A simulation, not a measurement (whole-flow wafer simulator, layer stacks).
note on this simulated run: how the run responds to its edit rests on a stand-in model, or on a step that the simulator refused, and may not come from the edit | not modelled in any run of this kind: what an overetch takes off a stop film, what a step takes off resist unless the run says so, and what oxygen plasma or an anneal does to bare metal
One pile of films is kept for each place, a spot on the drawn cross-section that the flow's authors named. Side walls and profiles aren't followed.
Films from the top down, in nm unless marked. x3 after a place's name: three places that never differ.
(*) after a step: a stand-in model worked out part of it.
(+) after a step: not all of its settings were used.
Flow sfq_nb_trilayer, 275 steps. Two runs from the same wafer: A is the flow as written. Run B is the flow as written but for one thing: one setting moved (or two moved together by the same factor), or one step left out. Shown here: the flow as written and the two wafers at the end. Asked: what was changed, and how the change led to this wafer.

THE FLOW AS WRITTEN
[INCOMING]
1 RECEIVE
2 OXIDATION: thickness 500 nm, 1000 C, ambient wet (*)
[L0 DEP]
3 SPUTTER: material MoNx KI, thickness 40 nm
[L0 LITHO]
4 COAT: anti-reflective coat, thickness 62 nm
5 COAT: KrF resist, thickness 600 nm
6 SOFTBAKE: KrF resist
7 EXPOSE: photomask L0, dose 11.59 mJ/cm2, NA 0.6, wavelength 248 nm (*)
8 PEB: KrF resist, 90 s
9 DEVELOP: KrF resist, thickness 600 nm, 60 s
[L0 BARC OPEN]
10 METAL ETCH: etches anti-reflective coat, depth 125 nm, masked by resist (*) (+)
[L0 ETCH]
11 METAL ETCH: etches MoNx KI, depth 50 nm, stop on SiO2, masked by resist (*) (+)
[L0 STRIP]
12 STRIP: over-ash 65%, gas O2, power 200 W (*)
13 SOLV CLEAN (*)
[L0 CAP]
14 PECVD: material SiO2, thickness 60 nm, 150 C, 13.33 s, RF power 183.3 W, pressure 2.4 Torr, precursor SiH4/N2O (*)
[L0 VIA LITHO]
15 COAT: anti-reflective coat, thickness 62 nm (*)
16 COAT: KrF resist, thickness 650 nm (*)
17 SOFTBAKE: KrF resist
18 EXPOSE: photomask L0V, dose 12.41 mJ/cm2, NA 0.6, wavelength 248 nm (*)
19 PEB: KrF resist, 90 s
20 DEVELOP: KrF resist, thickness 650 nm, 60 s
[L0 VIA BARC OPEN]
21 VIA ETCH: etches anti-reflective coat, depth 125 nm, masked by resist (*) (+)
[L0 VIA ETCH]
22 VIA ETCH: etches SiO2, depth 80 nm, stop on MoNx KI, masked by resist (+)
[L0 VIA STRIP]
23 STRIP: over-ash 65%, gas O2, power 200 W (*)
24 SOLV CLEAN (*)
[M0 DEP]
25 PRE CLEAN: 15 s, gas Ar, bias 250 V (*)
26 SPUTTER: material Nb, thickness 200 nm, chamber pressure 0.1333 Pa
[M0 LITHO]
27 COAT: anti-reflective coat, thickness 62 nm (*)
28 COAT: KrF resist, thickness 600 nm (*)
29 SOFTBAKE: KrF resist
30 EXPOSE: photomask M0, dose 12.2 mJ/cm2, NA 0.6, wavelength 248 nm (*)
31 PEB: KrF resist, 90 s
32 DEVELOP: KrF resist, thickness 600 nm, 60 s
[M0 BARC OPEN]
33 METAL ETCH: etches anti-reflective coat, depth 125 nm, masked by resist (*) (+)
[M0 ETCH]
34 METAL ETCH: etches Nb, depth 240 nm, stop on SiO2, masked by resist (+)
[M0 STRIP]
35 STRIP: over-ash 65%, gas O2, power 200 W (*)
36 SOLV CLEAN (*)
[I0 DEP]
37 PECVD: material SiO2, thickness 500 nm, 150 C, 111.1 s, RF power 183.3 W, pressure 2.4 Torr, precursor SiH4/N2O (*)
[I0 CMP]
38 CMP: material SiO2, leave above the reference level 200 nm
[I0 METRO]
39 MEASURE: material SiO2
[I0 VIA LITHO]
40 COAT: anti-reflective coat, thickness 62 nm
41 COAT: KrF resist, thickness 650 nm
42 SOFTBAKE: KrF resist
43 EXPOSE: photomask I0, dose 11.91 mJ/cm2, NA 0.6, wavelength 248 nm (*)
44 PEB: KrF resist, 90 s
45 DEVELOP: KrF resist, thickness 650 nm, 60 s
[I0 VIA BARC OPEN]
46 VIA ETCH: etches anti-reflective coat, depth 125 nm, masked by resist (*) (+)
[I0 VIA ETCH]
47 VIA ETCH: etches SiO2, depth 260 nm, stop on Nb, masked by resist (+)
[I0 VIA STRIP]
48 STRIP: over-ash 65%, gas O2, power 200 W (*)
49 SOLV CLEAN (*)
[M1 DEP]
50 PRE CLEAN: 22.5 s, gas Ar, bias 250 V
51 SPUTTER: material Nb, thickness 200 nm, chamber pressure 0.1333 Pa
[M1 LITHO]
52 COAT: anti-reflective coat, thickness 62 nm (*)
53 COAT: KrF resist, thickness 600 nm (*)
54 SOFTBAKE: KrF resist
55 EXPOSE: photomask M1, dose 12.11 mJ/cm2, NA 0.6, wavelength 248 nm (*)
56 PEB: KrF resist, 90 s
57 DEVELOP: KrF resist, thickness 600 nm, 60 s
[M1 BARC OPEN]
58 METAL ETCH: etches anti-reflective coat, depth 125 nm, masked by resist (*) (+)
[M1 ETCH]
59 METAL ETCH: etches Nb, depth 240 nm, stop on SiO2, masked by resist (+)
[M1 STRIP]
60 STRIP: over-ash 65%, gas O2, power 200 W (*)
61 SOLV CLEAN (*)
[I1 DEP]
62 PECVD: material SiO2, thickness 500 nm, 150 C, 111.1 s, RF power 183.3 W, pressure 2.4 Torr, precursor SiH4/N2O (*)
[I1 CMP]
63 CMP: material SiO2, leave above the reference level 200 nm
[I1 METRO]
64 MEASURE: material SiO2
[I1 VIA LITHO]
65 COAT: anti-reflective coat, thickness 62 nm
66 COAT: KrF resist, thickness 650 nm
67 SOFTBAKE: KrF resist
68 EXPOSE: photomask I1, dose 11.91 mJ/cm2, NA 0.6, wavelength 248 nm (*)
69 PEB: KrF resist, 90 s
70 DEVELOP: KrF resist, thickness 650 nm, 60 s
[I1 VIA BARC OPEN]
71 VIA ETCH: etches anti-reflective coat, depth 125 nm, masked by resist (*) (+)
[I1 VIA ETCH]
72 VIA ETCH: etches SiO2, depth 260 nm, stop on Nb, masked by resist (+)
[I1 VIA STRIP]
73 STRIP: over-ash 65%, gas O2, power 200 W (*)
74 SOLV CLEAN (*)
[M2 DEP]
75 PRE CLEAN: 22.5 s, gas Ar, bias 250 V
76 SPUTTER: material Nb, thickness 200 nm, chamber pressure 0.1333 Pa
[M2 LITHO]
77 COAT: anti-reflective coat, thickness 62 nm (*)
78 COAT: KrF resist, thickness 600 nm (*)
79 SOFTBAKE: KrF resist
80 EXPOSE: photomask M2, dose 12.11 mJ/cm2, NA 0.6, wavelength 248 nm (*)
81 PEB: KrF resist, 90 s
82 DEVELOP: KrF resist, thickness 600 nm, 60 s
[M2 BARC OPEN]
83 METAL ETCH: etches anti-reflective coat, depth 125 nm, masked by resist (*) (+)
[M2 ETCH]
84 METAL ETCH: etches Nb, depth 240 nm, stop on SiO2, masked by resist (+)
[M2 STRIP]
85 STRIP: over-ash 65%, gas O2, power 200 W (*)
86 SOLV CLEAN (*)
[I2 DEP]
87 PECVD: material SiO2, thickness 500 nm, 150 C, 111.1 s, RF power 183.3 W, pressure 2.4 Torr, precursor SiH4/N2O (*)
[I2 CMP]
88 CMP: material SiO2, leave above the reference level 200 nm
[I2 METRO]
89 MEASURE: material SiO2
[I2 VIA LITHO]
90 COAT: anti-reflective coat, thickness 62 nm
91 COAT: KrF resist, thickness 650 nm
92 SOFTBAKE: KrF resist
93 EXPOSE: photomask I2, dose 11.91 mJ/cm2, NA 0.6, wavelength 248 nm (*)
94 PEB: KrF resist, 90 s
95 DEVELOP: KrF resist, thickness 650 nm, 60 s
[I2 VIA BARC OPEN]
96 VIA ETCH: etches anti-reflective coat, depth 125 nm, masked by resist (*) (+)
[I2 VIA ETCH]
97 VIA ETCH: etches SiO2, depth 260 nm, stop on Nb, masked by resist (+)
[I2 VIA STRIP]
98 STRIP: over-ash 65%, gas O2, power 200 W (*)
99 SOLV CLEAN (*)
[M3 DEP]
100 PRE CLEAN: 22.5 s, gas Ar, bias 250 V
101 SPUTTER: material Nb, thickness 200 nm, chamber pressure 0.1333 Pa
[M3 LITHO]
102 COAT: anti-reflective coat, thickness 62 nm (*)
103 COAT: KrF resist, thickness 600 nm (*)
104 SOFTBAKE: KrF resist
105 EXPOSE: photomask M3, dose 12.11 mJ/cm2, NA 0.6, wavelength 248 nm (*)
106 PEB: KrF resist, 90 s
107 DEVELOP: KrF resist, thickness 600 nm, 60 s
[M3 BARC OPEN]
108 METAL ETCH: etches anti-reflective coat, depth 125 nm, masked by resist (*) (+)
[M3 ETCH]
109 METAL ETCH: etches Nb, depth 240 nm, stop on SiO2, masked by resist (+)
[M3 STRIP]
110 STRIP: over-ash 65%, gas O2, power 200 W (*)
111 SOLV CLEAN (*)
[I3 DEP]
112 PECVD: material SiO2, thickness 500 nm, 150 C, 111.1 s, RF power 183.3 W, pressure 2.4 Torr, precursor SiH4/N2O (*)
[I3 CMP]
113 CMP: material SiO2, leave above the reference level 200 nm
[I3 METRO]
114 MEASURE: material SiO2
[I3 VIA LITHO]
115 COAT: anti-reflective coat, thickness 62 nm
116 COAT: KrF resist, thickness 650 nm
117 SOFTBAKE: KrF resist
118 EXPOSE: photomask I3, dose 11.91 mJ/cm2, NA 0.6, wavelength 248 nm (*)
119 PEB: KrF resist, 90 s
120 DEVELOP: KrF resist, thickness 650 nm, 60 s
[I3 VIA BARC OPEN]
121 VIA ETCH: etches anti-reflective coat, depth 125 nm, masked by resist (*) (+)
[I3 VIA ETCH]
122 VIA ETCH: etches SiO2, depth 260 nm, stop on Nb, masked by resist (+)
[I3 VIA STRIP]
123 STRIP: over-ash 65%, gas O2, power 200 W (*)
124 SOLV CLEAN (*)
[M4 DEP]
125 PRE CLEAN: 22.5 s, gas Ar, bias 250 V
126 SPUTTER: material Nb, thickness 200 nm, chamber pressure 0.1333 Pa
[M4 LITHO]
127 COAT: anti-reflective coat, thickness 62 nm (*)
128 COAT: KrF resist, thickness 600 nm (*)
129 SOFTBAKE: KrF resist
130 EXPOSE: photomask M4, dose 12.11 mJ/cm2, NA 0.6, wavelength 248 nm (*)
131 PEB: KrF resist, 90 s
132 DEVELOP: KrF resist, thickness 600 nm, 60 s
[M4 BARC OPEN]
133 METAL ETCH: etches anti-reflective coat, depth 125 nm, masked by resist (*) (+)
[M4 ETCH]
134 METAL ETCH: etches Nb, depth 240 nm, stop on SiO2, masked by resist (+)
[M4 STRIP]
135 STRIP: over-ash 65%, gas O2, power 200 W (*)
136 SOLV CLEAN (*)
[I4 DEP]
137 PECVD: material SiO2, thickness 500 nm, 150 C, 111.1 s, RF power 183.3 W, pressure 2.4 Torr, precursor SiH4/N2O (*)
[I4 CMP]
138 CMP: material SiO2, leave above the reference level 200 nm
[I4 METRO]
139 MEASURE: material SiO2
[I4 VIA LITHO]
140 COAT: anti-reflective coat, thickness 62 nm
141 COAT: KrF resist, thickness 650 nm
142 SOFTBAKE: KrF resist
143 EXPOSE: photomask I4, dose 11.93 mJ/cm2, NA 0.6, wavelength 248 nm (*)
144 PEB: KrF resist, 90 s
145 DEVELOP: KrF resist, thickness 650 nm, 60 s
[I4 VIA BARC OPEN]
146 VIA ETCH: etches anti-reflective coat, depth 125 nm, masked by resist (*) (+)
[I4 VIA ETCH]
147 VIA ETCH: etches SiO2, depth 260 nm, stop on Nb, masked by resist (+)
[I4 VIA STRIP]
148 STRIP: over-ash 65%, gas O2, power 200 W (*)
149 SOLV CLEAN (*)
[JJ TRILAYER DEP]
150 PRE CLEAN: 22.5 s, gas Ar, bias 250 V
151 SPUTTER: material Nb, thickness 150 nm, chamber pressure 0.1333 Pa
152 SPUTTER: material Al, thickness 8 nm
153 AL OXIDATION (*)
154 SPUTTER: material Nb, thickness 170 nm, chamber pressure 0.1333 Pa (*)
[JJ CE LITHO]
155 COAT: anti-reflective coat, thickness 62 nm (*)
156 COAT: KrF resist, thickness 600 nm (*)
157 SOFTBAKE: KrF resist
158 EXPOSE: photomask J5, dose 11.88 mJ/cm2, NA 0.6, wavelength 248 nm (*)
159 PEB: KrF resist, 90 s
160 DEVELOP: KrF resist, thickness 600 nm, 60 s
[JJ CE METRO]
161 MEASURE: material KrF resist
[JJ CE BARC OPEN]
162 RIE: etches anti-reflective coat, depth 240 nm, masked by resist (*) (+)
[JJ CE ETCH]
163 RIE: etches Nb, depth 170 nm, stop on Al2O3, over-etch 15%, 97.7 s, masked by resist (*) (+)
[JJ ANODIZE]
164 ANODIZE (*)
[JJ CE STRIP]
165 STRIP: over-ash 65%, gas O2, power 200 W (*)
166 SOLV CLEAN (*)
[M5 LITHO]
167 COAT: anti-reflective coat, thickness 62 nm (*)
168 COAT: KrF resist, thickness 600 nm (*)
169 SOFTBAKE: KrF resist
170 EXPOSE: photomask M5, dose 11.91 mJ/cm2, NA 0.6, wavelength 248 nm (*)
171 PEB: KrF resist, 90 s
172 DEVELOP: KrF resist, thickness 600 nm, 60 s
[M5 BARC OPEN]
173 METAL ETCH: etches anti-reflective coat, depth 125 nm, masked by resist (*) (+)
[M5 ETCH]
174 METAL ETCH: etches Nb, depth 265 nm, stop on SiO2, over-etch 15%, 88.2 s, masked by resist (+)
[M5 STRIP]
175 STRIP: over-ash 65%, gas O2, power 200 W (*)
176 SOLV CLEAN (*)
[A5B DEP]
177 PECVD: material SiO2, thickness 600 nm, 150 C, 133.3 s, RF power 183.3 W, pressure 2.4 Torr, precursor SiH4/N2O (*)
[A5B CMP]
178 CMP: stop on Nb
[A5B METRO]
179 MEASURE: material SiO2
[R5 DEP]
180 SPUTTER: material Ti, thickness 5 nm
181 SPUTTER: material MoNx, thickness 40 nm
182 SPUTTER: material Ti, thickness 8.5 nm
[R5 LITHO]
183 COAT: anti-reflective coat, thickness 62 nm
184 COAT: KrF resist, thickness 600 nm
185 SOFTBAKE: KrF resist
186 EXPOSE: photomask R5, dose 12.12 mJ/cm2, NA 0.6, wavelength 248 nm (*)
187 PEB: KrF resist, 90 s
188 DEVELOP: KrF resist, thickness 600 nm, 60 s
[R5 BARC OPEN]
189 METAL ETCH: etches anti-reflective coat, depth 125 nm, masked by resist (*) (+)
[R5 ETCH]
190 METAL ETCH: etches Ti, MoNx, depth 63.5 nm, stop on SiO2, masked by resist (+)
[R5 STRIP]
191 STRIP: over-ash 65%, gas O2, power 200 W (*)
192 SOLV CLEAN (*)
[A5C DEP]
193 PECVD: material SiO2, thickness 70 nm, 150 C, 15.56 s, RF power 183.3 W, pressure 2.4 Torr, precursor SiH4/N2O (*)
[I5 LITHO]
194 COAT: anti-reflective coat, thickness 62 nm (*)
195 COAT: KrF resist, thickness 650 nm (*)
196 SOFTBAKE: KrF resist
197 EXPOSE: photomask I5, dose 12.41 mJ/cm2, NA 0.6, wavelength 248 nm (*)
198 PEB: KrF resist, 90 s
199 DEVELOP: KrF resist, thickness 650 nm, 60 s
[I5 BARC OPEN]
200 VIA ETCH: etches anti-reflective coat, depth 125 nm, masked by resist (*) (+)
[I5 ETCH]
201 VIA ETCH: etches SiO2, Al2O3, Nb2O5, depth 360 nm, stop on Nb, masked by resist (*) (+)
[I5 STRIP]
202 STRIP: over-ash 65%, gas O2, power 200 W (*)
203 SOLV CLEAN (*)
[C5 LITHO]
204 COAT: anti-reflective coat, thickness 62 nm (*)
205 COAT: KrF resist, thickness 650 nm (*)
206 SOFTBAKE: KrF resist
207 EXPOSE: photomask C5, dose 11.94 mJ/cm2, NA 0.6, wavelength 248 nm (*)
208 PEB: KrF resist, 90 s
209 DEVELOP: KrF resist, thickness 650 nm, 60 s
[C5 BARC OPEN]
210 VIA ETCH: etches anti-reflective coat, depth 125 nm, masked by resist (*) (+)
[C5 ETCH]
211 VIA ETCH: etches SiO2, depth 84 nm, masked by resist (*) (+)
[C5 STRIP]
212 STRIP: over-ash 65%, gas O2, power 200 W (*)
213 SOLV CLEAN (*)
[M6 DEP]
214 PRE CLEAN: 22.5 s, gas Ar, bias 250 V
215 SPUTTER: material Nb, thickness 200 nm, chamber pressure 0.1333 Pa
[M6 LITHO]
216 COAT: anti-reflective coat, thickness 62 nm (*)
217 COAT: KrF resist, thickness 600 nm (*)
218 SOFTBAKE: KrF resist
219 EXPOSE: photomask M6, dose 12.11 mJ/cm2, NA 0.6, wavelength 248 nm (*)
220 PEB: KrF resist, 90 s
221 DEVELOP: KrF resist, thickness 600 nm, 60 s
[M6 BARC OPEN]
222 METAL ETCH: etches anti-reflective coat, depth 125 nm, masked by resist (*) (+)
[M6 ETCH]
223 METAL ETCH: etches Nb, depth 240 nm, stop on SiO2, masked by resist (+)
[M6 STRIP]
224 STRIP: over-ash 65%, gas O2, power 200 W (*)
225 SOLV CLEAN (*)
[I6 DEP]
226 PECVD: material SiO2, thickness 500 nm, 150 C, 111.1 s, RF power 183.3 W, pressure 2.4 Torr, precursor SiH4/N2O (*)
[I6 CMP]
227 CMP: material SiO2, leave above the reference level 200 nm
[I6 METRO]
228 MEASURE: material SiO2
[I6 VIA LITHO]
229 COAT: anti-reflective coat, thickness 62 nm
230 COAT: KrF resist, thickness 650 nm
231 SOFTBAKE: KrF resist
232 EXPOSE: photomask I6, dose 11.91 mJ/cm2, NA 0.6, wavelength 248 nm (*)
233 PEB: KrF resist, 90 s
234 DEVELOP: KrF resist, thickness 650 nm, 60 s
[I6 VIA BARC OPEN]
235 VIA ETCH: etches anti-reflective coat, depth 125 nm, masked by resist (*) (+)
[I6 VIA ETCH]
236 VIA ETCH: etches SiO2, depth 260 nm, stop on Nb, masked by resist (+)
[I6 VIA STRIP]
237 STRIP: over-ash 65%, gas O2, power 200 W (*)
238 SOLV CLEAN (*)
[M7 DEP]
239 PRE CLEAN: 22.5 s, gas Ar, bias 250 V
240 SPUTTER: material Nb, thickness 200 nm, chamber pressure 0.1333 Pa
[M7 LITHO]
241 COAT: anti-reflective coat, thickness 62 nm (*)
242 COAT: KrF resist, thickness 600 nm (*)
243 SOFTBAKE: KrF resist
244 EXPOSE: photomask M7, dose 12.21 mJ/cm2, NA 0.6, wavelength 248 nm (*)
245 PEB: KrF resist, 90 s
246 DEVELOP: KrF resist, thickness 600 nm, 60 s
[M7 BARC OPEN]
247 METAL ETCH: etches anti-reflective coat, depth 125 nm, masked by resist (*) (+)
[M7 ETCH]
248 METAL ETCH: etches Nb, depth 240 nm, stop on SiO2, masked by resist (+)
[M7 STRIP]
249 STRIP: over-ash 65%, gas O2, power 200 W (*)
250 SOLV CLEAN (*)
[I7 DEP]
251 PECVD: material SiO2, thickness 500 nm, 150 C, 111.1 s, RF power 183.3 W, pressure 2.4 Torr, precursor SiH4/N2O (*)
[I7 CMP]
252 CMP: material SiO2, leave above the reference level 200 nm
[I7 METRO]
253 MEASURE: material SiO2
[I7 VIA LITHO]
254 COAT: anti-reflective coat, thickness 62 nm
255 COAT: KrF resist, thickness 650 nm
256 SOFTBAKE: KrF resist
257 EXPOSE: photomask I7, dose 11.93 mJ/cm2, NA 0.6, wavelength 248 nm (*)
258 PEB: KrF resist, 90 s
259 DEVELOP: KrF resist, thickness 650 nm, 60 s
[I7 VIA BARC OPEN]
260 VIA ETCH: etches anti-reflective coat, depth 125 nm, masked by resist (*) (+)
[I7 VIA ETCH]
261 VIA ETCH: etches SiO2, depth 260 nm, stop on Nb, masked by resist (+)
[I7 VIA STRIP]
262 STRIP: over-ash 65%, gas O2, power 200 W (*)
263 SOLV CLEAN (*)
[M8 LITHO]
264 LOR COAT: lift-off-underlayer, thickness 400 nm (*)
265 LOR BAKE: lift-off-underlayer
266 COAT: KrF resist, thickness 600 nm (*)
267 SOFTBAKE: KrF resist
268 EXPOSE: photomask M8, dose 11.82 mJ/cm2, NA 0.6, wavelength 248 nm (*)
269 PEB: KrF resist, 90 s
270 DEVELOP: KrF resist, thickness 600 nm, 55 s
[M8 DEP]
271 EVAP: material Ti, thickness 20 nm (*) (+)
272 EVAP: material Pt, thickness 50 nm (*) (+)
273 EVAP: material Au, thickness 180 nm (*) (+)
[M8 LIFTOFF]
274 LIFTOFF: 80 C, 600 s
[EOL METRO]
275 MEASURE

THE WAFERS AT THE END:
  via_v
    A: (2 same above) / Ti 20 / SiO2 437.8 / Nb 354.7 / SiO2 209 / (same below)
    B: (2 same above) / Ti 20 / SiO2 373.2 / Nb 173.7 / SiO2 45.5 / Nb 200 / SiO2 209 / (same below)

The cause: step 236, VIA ETCH: depth 146.8 nm was run, where the flow has depth 260 nm.

How the change led to this, step by step:
  236 VIA ETCH: etches SiO2, depth 260 nm, stop on Nb, masked by resist (+)
      via_v: A SiO2 -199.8 (all of it) | B SiO2 -146.8
      field_l, v_sur, via_wl and 102 more: A KrF resist -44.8 | B KrF resist -25.3
  237 STRIP: over-ash 65%, gas O2, power 200 W (*)
      field_l, v_sur, via_wl and 102 more: A KrF resist -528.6 (all of it), anti-reflective coat -62 (all of it) | B KrF resist -548.1 (all of it), anti-reflective coat -62 (all of it)
  239 PRE CLEAN: 22.5 s, gas Ar, bias 250 V
      via_v: A Nb -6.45 | B SiO2 -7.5
  240 SPUTTER: material Nb, thickness 200 nm, chamber pressure 0.1333 Pa
      via_v: A Nb +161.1 | B Nb +173.7 (new film)
  241 COAT: anti-reflective coat, thickness 62 nm (*)
      via_v: A anti-reflective coat +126 (new film) | B anti-reflective coat +113.1 (new film)
  242 COAT: KrF resist, thickness 600 nm (*)
      via_v: A KrF resist +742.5 (new film) | B KrF resist +699.3 (new film)
  249 STRIP: over-ash 65%, gas O2, power 200 W (*)
      via_v: A KrF resist -524.5 (all of it), anti-reflective coat -126 (all of it) | B KrF resist -481.4 (all of it), anti-reflective coat -113.1 (all of it)
  251 PECVD: material SiO2, thickness 500 nm, 150 C, 111.1 s, RF power 183.3 W, pressure 2.4 Torr, precursor SiH4/N2O (*)
      via_v: A SiO2 +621 (new film) | B SiO2 +530.3 (new film)
  252 CMP: material SiO2, leave above the reference level 200 nm
      via_v: A SiO2 -183.1 | B SiO2 -157.1
Counting metal films that touch as one body, via_v has 7 bodies (between them, from the top down: SiO2 373.2; SiO2 45.5; SiO2 209 / Al2O3 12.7 / Nb2O5 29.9; SiO2 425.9; SiO2 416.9; SiO2 192.5); the flow as written gives 6 bodies (between them, from the top down: SiO2 437.8; SiO2 209 / Al2O3 12.7 / Nb2O5 29.9; SiO2 425.9; SiO2 416.9; SiO2 192.5).
